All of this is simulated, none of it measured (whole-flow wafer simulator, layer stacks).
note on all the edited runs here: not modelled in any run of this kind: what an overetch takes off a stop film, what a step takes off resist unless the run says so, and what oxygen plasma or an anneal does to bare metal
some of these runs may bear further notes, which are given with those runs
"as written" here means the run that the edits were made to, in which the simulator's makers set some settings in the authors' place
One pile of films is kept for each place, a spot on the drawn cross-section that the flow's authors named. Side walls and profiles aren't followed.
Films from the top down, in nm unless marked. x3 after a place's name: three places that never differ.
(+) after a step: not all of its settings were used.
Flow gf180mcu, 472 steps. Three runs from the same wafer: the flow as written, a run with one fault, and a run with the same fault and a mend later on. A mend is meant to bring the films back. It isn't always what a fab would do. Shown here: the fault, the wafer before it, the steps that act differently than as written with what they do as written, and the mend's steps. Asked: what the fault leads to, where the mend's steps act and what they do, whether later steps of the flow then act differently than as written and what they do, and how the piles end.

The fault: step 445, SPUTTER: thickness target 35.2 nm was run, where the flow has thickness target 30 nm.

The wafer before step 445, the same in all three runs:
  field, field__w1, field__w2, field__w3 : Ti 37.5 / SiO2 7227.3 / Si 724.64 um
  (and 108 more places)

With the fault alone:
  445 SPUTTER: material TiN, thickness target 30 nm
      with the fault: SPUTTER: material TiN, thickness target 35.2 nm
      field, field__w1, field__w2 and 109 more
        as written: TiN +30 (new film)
        with the fault: TiN +35.2 (new film)
  Later steps of the flow that act differently than as written (4 more steps differ only slightly, by at most 2% or 0.5 nm, whichever is larger, and aren't shown):
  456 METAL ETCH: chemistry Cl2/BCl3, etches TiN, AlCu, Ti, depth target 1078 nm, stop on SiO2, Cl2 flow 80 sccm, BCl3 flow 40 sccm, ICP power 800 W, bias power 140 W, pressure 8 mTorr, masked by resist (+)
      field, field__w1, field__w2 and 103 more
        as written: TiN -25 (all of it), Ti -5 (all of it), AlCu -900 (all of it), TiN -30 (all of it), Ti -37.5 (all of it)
        with the fault: TiN -25 (all of it), Ti -5 (all of it), AlCu -900 (all of it), TiN -35.2 (all of it), Ti -37.5 (all of it)
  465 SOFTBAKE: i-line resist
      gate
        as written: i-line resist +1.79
        with the fault: i-line resist -0.3
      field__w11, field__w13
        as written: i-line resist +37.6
        with the fault: i-line resist +31.2
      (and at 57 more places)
  At the end the piles differ from the flow's by more than 2% or 0.5 nm, whichever is larger, at field__w8, contact, m1, m1__w1, pad, m1_nw.
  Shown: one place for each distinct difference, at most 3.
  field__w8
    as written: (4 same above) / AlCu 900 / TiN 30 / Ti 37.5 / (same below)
    with the fault: (4 same above) / AlCu 900 / TiN 35.2 / Ti 37.5 / (same below)
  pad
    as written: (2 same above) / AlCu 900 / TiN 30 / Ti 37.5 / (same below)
    with the fault: (2 same above) / AlCu 900 / TiN 35.2 / Ti 37.5 / (same below)

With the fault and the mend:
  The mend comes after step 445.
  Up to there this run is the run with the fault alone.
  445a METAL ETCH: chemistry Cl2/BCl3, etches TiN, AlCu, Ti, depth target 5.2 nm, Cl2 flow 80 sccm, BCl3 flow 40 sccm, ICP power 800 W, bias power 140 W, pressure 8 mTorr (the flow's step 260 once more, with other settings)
      field, field__w1, field__w2 and 109 more
        TiN -5.2
  No later step of the flow acts differently than as written at any place that is followed.
  At the end the piles are the same as the flow's at every place that both follow.
